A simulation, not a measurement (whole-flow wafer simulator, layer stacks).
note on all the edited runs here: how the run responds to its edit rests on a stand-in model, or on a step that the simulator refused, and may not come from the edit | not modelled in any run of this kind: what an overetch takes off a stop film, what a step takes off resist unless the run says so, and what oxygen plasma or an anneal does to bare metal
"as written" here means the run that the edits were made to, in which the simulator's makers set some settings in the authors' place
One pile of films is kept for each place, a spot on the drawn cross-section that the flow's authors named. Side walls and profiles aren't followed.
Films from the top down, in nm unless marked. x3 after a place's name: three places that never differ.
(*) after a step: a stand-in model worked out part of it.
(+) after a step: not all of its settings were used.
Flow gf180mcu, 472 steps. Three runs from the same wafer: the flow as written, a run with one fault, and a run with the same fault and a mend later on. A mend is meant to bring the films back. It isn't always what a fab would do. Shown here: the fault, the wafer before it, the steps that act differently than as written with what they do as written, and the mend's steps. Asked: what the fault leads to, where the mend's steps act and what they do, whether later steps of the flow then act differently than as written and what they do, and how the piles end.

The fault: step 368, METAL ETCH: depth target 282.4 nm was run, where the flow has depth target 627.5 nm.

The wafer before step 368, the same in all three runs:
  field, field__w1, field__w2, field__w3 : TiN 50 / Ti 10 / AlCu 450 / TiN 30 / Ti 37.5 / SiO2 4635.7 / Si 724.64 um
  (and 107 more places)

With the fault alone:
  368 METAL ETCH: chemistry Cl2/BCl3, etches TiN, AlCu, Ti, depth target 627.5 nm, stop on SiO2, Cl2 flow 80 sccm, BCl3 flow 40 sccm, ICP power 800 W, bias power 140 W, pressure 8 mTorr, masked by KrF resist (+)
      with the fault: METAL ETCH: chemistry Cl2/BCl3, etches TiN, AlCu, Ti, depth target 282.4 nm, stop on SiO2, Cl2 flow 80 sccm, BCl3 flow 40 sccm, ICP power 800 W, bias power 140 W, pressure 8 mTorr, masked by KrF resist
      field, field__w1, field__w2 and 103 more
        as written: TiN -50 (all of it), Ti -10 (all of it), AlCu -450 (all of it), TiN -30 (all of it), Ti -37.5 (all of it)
        with the fault: TiN -50 (all of it), Ti -10 (all of it), AlCu -222.4
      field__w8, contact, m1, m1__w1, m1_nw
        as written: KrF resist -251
        with the fault: KrF resist -113
  Later steps of the flow that act differently than as written:
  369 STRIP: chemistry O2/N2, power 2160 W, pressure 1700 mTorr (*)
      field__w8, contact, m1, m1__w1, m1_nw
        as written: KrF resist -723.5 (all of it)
        with the fault: KrF resist -861.6 (all of it)
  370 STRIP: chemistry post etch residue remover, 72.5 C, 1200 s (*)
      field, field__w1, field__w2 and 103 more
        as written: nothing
        with the fault: AlCu -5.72
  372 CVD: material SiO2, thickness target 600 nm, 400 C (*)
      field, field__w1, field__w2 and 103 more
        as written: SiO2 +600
        with the fault: SiO2 +600 (new film)
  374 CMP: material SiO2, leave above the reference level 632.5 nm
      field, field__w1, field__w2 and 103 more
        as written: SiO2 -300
        with the fault: SiO2 -589.4
  At the end the piles differ from the flow's by more than 2% or 0.5 nm, whichever is larger, at field, field__w1, field__w2 and 104 more.
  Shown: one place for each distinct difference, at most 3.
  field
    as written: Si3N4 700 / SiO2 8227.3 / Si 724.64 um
    with the fault: Si3N4 700 / SiO2 3302.2 / AlCu 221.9 / TiN 30 / Ti 37.5 / SiO2 4635.7 / Si 724.64 um
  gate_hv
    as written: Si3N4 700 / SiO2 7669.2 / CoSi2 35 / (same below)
    with the fault: Si3N4 700 / SiO2 3302.2 / AlCu 221.9 / TiN 30 / Ti 37.5 / SiO2 4077.6 / CoSi2 35 / (same below)
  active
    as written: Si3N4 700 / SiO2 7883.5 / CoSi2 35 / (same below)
    with the fault: Si3N4 700 / SiO2 3302.2 / AlCu 221.9 / TiN 30 / Ti 37.5 / SiO2 4291.9 / CoSi2 35 / (same below)

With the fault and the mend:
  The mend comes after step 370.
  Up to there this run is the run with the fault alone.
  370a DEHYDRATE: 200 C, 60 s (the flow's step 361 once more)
      changes no film at any place that is followed
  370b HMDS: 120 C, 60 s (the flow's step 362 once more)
      changes no film at any place that is followed
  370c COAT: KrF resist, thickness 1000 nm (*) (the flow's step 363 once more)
      iso_ptap_pw, iso_ntap_nw, iso_nw_fld and 33 more
        KrF resist +1000 (new film)
      field_sub__w2, field_sub__w4, ld_sd_n and 14 more
        KrF resist +1001.8 (new film)
      field__w10, p_well, sti and 10 more
        KrF resist +1002 (new film)
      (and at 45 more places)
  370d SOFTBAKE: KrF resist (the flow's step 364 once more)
      changes no film at any place that is followed
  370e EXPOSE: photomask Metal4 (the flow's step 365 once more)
      changes no film at any place that is followed
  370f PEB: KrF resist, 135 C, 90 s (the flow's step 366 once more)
      field__w1, field__w2, field__w3 and 59 more
        KrF resist -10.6
      iso_ptap_pw, iso_ntap_nw, iso_nw_fld and 33 more
        KrF resist -10.5
      sd_p, gate_p, nw_sep_fld
        KrF resist -10.7
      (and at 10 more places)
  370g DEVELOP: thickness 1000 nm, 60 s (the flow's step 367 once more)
      iso_ptap_pw, iso_ntap_nw, iso_nw_fld and 33 more
        KrF resist -989.5 (all of it)
      field__w5, field__w6, field__w9 and 13 more
        KrF resist -991.3 (all of it)
      field_sub, field_sub__w1, p_well and 9 more
        KrF resist -991.4 (all of it)
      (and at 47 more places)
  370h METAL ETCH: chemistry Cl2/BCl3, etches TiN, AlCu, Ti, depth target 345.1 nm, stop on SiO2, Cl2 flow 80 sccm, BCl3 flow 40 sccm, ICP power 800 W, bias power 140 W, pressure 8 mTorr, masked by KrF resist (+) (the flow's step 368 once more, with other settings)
      field, field__w1, field__w2 and 103 more
        AlCu -221.9 (all of it), TiN -30 (all of it), Ti -37.5 (all of it)
      field__w8, contact, m1, m1__w1, m1_nw
        KrF resist -138
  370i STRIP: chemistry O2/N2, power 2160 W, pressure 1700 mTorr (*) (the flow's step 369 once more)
      field__w8
        KrF resist -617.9 (all of it)
      contact
        KrF resist -616.3 (all of it)
      m1
        KrF resist -617.8 (all of it)
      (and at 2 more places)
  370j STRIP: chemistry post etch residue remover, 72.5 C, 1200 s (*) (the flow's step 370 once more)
      field__w8, contact, m1, m1__w1, m1_nw
        TiN -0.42
  No later step of the flow acts differently than as written, at any place that is followed, by more than 2% or 0.5 nm, whichever is larger.
  At the end the piles differ from the flow's only slightly at the places that both follow, by at most 2% or 0.5 nm, whichever is larger.
